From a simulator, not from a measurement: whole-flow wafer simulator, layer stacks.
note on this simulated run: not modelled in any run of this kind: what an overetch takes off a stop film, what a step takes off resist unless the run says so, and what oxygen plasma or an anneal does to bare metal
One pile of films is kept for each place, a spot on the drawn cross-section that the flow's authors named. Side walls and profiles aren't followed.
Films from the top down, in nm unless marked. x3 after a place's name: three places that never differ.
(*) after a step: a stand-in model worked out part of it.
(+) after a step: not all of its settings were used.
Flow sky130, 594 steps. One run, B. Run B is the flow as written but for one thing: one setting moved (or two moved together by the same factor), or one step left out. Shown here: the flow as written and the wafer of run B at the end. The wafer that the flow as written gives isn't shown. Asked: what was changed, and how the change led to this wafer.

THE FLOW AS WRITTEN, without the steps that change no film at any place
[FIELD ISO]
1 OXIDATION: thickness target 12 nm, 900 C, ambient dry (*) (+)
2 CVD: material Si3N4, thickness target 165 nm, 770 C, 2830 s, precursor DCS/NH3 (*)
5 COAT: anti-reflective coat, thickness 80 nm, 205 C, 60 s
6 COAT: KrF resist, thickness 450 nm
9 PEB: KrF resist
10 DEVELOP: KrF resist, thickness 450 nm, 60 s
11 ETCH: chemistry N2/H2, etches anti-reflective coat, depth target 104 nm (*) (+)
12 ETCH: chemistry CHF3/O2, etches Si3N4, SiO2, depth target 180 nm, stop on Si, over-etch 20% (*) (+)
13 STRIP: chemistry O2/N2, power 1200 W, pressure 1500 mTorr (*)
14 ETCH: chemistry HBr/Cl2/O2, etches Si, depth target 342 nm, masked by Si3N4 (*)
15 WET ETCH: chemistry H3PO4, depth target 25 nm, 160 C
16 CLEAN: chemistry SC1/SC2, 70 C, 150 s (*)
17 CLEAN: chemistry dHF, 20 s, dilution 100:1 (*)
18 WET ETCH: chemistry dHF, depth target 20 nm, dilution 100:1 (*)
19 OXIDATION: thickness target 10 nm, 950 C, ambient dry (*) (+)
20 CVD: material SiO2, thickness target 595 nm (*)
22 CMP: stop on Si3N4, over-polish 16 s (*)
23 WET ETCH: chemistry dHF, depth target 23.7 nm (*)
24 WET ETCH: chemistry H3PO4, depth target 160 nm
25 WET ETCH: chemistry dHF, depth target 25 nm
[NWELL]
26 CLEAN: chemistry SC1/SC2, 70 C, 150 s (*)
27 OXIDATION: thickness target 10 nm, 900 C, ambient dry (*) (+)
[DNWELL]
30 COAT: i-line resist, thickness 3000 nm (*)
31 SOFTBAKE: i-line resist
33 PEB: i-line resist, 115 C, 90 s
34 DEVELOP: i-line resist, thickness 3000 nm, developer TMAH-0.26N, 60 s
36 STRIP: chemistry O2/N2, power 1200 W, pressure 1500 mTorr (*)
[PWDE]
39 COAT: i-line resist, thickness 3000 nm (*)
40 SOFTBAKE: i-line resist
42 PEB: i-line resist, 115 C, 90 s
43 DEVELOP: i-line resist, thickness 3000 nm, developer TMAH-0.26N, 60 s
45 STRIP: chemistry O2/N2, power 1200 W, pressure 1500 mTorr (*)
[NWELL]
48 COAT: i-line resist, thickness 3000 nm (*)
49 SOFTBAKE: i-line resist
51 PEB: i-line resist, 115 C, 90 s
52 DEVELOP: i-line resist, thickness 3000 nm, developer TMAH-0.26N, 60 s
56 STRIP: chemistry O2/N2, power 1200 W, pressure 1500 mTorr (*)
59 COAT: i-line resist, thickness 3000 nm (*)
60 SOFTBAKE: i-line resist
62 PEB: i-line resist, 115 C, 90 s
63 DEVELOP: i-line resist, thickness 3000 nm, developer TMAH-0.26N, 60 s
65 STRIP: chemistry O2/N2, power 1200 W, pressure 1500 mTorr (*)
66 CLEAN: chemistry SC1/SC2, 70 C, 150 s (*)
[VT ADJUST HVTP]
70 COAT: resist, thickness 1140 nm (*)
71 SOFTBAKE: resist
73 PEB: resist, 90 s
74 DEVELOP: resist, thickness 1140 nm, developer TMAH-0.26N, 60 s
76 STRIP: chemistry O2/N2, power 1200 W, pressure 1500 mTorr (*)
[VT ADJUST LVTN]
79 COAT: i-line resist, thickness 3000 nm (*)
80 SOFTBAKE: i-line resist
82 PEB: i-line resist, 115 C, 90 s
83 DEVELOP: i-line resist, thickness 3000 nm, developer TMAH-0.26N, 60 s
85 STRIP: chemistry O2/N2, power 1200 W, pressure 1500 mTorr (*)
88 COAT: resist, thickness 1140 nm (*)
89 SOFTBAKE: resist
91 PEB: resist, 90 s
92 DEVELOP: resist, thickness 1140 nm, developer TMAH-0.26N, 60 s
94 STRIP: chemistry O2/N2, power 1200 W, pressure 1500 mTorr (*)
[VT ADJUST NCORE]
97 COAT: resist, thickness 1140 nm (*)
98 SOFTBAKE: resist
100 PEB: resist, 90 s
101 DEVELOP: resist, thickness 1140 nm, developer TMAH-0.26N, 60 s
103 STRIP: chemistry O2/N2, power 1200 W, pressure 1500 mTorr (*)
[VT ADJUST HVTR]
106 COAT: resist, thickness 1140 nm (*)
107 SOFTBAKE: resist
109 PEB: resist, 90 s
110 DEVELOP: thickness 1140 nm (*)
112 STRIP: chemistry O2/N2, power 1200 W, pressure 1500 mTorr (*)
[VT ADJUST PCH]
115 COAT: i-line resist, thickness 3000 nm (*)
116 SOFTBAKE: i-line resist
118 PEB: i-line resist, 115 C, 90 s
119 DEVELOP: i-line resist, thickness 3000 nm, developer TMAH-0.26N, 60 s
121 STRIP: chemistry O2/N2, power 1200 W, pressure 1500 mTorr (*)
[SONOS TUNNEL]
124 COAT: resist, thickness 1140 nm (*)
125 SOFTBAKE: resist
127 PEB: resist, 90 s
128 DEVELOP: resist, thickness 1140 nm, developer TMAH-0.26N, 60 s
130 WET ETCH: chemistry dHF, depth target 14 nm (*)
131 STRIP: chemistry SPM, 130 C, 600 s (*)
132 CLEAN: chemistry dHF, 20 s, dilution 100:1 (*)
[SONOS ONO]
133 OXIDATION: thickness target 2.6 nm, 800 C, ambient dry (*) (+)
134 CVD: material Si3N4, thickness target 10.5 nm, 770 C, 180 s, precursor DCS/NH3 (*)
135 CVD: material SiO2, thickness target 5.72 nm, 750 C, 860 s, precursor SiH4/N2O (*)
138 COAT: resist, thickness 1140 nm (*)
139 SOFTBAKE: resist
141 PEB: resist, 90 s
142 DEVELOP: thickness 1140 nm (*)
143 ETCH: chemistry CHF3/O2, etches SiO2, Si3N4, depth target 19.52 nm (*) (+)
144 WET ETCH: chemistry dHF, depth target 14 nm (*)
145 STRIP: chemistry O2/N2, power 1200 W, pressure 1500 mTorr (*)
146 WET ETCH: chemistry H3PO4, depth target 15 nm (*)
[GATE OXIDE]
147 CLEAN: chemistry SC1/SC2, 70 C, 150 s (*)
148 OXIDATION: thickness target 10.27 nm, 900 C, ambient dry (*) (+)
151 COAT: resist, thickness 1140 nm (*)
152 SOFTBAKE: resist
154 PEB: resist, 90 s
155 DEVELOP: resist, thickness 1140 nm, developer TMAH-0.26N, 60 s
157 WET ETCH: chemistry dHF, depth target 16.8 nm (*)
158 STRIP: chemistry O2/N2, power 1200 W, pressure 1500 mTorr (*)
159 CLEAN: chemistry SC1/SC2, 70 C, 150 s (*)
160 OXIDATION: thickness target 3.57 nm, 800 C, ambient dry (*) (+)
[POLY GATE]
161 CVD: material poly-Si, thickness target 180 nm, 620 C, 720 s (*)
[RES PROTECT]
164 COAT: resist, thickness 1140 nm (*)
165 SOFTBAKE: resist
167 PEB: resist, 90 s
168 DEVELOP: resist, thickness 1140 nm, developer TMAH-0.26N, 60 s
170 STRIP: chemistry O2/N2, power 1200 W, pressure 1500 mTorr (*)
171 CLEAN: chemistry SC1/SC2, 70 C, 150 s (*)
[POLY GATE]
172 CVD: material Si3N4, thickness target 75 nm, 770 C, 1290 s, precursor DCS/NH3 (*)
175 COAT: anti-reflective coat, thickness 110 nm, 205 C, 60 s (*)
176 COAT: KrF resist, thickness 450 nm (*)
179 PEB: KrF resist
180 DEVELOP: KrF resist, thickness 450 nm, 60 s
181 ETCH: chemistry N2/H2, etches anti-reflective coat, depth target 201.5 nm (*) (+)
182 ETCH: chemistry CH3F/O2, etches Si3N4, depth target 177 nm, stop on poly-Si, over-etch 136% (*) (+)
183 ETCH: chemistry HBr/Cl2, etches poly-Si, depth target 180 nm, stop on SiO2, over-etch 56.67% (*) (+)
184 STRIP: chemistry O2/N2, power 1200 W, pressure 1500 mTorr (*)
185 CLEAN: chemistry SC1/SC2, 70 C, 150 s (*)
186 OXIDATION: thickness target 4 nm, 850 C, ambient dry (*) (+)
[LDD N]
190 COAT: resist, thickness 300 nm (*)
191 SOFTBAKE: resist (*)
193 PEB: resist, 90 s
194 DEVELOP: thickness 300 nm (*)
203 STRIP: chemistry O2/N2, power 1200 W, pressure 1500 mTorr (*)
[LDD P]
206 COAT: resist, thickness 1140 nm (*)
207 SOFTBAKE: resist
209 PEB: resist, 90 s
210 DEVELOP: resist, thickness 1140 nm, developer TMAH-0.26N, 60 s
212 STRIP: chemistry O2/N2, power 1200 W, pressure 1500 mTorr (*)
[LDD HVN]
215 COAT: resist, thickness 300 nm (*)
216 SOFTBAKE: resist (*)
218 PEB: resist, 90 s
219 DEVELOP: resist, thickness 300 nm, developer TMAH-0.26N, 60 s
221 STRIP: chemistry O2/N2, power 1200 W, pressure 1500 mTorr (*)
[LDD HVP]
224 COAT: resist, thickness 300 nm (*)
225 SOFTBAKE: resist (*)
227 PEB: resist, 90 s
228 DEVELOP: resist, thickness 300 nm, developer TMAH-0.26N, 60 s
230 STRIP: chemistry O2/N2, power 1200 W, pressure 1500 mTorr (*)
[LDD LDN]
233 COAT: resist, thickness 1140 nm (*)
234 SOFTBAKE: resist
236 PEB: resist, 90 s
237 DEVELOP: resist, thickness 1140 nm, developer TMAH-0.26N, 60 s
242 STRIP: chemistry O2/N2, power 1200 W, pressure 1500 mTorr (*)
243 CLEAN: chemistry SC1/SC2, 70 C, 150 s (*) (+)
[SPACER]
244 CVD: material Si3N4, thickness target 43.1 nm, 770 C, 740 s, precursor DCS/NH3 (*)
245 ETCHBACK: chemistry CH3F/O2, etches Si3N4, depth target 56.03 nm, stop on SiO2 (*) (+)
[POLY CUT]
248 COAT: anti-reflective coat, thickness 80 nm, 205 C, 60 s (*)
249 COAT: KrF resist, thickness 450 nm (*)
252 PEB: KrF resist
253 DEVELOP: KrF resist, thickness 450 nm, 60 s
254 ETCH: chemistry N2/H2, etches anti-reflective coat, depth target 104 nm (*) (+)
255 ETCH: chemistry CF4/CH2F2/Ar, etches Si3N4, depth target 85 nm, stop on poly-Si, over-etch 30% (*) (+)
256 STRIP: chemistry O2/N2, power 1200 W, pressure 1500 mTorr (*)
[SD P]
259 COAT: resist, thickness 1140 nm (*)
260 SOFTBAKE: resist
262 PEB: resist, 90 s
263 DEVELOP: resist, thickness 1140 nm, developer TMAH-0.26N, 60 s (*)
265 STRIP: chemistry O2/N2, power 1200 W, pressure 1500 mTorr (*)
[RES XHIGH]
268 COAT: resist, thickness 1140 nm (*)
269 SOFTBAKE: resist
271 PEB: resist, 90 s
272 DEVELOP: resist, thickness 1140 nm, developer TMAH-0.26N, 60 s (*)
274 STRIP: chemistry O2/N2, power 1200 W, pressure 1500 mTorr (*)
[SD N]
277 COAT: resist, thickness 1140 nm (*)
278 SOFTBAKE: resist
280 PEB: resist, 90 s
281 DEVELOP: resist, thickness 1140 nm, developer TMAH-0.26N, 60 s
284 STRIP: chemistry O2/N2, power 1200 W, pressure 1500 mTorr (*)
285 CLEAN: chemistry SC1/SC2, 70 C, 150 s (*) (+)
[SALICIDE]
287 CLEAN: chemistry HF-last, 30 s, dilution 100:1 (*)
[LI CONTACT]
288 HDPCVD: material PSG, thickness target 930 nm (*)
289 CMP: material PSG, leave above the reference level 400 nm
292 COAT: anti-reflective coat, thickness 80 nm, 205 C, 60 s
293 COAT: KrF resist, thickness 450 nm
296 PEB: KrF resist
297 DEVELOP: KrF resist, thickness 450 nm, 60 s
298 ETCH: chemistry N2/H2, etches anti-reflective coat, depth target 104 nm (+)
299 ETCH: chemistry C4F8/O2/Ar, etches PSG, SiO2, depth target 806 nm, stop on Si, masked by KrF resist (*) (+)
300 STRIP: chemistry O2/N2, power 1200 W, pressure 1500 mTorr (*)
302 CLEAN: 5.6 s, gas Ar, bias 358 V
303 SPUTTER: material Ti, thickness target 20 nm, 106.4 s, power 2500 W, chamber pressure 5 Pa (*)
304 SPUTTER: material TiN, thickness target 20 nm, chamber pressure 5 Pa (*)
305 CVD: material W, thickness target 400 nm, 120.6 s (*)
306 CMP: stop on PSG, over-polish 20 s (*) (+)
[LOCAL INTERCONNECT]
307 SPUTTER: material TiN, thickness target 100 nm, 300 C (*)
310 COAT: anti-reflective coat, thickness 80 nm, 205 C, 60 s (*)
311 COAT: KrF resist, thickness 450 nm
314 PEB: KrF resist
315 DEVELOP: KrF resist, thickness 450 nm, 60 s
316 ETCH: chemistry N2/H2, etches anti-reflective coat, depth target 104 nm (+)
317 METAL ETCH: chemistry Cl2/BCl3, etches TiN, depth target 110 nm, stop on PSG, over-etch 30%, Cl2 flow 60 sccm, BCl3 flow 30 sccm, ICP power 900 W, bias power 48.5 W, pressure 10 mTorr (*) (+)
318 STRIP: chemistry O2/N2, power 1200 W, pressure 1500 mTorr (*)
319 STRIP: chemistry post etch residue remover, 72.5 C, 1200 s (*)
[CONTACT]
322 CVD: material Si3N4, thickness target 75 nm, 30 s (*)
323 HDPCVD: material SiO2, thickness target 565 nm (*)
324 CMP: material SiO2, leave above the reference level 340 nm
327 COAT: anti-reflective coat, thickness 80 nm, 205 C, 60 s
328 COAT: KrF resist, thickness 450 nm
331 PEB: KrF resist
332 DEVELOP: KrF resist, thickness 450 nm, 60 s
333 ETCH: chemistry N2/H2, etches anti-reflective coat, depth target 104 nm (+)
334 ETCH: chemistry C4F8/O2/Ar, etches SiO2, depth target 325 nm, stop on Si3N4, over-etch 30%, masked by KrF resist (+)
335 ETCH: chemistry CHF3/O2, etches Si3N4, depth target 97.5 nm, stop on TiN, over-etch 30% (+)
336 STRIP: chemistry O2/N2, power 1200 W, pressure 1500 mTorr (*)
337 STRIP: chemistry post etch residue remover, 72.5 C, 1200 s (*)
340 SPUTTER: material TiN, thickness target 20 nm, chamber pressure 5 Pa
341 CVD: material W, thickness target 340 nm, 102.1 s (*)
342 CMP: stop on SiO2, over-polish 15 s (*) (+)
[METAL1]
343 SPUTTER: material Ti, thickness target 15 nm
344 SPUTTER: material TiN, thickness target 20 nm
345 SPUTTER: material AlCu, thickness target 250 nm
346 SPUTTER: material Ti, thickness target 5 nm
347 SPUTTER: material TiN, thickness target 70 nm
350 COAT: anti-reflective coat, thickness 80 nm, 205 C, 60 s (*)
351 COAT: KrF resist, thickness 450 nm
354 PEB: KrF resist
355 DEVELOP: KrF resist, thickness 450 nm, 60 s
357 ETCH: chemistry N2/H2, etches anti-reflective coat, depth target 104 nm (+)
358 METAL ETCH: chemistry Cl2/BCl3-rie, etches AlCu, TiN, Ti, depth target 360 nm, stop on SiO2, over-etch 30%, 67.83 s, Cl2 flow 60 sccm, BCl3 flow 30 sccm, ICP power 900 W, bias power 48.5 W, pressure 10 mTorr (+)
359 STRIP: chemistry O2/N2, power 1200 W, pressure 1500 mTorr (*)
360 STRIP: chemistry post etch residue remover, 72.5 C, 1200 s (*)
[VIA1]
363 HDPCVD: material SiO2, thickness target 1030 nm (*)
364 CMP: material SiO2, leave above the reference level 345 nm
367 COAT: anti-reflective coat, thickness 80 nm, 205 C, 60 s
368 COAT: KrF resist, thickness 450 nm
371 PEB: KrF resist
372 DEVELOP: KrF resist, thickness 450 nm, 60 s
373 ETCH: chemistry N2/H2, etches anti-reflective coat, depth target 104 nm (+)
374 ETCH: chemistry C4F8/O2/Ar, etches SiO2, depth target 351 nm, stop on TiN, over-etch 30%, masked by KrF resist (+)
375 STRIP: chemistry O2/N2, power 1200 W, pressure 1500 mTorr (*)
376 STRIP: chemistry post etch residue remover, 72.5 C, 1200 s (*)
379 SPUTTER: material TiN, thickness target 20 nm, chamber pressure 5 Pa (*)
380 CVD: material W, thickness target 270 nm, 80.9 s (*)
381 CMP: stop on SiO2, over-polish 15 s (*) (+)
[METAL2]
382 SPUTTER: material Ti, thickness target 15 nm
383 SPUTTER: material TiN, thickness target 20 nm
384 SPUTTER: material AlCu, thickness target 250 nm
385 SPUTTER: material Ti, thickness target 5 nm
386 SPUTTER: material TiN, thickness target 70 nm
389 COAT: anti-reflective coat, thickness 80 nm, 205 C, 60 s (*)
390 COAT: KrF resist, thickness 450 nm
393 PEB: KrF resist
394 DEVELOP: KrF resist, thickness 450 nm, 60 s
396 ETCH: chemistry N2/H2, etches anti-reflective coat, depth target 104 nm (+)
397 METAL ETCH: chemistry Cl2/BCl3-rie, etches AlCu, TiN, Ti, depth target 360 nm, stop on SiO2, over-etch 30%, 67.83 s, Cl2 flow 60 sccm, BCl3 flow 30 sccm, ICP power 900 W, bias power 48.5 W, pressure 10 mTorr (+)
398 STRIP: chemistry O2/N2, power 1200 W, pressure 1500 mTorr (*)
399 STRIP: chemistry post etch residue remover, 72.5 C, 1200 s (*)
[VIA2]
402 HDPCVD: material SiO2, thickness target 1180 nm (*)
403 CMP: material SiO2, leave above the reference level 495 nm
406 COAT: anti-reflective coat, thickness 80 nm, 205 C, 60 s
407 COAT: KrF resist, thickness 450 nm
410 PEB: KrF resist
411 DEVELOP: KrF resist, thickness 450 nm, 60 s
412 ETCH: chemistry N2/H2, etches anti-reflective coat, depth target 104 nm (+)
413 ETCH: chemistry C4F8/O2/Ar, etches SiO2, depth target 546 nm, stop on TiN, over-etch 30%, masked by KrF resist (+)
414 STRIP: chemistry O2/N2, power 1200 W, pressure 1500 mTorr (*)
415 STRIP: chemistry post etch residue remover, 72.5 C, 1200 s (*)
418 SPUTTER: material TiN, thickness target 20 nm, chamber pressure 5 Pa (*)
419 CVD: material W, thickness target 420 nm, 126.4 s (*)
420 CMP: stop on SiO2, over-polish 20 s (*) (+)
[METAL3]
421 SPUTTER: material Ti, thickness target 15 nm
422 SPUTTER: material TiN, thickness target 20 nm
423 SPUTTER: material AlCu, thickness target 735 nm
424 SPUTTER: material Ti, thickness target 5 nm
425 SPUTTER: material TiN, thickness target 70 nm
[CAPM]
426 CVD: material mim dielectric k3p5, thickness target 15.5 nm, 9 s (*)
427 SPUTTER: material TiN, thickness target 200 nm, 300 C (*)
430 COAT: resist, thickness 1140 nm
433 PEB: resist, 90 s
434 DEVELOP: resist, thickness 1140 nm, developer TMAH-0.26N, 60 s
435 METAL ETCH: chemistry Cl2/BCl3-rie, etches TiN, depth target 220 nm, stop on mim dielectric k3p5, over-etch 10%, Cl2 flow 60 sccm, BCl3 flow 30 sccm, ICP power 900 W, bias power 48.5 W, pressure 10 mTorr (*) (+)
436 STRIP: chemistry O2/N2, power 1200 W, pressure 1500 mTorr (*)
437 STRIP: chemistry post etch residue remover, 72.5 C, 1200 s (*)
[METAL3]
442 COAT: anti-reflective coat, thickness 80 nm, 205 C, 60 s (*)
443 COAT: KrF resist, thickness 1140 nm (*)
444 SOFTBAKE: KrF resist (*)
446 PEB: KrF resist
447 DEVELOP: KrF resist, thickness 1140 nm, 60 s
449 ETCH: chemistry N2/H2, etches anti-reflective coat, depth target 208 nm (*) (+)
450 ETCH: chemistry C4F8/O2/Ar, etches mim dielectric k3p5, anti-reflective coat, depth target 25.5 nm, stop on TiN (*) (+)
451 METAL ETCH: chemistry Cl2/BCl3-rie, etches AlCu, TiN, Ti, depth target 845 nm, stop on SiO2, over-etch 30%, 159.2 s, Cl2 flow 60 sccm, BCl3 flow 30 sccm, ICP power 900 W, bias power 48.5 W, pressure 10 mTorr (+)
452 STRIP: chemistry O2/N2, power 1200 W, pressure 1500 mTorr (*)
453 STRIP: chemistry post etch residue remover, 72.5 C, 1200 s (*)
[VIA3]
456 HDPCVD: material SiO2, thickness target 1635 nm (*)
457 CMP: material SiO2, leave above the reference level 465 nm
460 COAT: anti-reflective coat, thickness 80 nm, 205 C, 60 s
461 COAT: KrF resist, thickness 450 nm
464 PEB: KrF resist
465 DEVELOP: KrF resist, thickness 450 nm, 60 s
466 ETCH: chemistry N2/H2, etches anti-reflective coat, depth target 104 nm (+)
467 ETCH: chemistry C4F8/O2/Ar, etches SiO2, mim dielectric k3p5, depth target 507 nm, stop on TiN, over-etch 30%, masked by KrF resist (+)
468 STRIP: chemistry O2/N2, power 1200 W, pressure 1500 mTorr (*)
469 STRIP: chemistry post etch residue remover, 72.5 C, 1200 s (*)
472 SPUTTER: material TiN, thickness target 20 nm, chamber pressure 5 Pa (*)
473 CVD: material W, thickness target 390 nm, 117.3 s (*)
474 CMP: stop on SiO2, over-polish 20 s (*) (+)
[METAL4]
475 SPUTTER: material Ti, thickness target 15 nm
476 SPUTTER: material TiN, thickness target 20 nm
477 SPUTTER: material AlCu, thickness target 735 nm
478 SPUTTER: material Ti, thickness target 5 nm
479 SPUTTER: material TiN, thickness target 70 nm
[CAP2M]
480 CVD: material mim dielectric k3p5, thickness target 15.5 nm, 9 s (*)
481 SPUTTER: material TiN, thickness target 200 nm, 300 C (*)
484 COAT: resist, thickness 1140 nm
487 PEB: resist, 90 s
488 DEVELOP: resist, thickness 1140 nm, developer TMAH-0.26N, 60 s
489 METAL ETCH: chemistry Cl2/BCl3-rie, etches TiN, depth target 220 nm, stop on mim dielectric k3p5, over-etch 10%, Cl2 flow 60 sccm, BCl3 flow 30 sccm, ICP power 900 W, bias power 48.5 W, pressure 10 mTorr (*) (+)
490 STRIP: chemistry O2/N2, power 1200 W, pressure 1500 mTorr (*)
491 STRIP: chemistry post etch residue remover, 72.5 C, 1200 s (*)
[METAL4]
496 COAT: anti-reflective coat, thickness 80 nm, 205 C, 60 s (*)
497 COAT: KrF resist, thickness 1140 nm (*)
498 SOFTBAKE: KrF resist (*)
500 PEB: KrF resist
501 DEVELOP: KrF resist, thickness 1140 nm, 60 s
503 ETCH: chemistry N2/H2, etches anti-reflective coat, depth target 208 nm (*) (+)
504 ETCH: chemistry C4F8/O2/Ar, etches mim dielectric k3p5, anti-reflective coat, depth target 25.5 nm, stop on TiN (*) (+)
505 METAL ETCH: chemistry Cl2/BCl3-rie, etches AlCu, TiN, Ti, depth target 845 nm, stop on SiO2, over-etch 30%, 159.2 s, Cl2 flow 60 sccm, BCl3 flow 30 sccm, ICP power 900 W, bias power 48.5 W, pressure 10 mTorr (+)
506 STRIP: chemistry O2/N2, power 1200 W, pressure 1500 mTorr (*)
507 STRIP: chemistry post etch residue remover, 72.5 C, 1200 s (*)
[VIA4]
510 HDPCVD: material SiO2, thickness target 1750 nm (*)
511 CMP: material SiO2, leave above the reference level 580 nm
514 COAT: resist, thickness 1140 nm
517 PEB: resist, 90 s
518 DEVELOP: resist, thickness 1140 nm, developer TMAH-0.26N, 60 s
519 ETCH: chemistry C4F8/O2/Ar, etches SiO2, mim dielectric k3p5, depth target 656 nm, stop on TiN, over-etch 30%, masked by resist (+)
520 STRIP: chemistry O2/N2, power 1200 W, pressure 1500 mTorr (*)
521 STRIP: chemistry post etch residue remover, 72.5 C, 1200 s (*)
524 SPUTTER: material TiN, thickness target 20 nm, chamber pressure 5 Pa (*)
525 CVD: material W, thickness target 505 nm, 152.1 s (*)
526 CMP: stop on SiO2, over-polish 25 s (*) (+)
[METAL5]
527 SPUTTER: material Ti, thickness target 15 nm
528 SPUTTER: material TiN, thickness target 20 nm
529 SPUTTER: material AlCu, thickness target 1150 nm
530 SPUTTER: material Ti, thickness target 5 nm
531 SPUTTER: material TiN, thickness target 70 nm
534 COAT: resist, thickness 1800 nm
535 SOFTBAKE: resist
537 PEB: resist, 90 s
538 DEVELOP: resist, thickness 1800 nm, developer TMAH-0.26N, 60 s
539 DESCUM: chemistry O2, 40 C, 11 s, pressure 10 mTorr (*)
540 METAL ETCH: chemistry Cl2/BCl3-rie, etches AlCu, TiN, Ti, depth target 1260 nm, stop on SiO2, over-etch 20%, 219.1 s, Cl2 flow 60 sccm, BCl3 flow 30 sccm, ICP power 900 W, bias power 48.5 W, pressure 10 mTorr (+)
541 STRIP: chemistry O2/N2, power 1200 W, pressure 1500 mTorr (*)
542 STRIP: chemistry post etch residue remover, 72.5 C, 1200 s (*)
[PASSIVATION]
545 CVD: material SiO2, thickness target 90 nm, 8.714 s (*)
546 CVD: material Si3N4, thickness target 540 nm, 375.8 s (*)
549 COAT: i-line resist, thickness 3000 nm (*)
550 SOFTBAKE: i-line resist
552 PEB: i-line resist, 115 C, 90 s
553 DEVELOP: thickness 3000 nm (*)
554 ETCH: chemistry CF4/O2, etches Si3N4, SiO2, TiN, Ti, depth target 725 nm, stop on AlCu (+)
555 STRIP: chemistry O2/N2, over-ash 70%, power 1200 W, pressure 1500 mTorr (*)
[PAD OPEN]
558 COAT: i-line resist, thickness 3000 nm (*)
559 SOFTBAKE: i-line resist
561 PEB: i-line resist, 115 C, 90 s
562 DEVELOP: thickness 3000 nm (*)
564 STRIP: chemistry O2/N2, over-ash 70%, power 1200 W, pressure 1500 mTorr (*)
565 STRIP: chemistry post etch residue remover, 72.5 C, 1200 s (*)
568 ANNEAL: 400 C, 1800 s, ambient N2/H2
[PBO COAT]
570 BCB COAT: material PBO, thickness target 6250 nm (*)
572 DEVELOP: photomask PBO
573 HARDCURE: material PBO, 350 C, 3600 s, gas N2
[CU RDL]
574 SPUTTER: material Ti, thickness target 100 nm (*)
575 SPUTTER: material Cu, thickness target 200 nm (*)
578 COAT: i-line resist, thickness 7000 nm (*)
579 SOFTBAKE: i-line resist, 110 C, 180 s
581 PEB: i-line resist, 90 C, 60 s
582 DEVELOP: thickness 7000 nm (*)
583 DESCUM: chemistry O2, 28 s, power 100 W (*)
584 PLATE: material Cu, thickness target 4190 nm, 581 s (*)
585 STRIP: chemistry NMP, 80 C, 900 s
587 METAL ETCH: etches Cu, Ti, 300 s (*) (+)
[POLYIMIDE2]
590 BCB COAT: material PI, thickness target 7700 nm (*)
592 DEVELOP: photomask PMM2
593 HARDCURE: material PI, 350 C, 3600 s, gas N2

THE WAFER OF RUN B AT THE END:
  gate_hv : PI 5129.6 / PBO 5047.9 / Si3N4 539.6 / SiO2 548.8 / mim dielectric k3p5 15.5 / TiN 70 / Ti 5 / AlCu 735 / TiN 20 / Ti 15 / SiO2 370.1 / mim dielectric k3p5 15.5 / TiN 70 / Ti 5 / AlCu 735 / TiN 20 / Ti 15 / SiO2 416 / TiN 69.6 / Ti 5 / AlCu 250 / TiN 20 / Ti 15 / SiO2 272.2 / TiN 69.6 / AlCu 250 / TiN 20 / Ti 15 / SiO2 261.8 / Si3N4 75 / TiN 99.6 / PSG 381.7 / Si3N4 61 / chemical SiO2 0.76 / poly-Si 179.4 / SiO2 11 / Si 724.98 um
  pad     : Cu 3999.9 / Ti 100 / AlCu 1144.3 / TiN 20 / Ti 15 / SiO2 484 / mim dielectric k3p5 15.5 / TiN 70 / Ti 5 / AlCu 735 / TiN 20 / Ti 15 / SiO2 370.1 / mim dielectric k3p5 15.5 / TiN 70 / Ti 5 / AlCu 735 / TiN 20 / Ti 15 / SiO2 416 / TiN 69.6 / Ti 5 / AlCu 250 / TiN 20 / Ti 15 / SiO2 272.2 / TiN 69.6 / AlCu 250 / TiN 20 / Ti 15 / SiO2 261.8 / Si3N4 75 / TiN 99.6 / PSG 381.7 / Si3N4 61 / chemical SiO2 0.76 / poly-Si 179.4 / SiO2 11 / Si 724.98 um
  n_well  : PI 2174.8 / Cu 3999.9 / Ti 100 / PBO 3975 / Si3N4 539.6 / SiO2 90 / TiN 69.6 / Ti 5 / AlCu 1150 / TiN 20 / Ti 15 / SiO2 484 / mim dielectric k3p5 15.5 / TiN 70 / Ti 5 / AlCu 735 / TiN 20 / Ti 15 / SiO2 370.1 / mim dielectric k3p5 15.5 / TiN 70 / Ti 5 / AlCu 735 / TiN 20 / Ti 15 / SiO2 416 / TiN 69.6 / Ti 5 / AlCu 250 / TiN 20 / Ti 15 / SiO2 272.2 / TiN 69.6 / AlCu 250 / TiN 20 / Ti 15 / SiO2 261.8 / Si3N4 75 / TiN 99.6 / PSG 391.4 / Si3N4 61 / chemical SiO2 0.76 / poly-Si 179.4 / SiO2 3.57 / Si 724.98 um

The cause: step 346, SPUTTER: material Ti, thickness target 5 nm, was left out.

How the change led to this, step by step:
  358 METAL ETCH: chemistry Cl2/BCl3-rie, etches AlCu, TiN, Ti, depth target 360 nm, stop on SiO2, over-etch 30%, 67.83 s, Cl2 flow 60 sccm, BCl3 flow 30 sccm, ICP power 900 W, bias power 48.5 W, pressure 10 mTorr (+)
      field, active, gate and 81 more: TiN -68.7 (all of it), AlCu -250 (all of it), TiN -20 (all of it), Ti -15 (all of it), SiO2 -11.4 (as written it would be: TiN -68.7 (all of it), Ti -5 (all of it), AlCu -250 (all of it), TiN -20 (all of it), Ti -15 (all of it), SiO2 -10.9)
